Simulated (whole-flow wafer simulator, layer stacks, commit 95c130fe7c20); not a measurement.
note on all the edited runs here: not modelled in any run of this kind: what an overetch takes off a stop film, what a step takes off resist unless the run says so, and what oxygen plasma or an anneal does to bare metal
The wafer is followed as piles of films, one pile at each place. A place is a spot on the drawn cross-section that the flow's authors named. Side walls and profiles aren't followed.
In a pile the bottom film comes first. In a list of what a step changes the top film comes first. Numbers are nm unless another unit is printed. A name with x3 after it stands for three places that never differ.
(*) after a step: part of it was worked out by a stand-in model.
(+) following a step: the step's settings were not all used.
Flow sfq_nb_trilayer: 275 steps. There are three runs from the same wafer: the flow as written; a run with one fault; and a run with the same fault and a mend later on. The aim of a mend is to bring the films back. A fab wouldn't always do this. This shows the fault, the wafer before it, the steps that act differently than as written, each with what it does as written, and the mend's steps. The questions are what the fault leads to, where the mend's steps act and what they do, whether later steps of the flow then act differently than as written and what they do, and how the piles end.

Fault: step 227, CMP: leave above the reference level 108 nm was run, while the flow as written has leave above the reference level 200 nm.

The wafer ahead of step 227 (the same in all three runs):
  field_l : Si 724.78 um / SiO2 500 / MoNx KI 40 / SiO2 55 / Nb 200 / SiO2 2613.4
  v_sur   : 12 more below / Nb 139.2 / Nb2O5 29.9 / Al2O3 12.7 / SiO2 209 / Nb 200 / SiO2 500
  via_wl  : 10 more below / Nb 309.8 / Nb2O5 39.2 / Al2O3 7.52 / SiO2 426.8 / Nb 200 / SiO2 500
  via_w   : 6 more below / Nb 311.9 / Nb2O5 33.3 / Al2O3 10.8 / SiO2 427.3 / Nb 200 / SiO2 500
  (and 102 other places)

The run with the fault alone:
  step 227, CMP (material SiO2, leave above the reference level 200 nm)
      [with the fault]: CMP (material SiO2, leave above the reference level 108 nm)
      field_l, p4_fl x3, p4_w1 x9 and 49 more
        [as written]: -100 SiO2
        [with the fault]: -192 SiO2
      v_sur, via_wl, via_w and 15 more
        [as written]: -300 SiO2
        [with the fault]: -392 SiO2
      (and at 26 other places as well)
  Steps further on in the flow that do not act as written (3 other steps are not shown; they differ only slightly, by no more than 2% or 0.5 nm, whichever is larger):
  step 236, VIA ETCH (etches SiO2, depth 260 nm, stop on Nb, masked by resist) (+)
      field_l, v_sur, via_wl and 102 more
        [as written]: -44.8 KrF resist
        [with the fault]: -27.9 KrF resist
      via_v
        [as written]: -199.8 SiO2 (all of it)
        [with the fault]: -107.8 SiO2 (all of it)
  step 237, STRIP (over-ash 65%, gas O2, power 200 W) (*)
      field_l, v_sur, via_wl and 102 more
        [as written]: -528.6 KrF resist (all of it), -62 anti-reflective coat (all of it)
        [with the fault]: -545.5 KrF resist (all of it), -62 anti-reflective coat (all of it)
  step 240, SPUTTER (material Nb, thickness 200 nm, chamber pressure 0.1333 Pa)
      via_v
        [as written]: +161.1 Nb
        [with the fault]: +183.7 Nb
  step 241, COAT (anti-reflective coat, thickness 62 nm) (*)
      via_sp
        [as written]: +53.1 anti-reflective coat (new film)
        [with the fault]: +51.3 anti-reflective coat (new film)
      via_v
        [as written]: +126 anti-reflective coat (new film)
        [with the fault]: +110.3 anti-reflective coat (new film)
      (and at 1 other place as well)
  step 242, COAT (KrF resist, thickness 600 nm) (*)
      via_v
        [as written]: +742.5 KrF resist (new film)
        [with the fault]: +658.4 KrF resist (new film)
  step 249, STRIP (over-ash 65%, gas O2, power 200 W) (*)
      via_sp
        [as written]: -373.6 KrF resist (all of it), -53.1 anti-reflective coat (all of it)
        [with the fault]: -382.7 KrF resist (all of it), -51.3 anti-reflective coat (all of it)
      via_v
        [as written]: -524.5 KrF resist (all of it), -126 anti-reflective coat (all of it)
        [with the fault]: -440.7 KrF resist (all of it), -110.3 anti-reflective coat (all of it)
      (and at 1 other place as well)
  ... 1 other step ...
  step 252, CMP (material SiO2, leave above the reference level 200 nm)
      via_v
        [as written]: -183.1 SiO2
        [with the fault]: -176.8 SiO2
  At field_l, v_sur, via_wl and 103 more, the piles at the end differ from the flow's by more than 2% or 0.5 nm, whichever is larger.
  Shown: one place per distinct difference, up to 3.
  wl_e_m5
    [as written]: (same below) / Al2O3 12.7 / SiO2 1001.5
    [with the fault]: (same below) / Al2O3 12.7 / SiO2 909.5
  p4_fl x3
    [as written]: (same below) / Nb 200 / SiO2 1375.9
    [with the fault]: (same below) / Nb 200 / SiO2 1283.9
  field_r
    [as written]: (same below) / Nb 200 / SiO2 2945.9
    [with the fault]: (same below) / Nb 200 / SiO2 2853.9

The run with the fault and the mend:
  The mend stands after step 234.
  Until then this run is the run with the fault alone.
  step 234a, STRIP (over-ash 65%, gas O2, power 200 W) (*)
      field_l, v_sur, via_wl and 102 more
        -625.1 KrF resist (all of it), -62 anti-reflective coat (all of it)
      via_v
        -62 anti-reflective coat (all of it)
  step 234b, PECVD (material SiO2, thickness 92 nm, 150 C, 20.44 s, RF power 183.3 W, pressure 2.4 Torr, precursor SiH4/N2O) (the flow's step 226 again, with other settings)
      field_l, v_sur, via_wl and 103 more
        +92 SiO2
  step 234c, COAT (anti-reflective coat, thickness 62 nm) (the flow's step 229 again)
      field_l, v_sur, via_wl and 103 more
        +62 anti-reflective coat (new film)
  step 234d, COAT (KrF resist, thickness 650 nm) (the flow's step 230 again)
      field_l, v_sur, via_wl and 103 more
        +650 KrF resist (new film)
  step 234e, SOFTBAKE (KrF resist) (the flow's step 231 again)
      alters no film at any place that is followed
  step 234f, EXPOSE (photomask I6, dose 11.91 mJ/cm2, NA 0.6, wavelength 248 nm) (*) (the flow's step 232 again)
      alters no film at any place that is followed
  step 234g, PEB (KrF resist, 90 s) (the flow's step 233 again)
      field_l, v_sur, via_wl and 103 more
        -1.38 KrF resist
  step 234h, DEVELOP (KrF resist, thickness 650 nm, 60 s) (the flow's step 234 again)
      field_l, v_sur, via_wl and 102 more
        -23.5 KrF resist
      via_v
        -648.6 KrF resist (all of it)
  Later steps of the flow that are run all act as written at every place that is followed, up to a difference of at most 2% or 0.5 nm, whichever is larger.
  At every place that both follow, the piles at the end match the flow's.
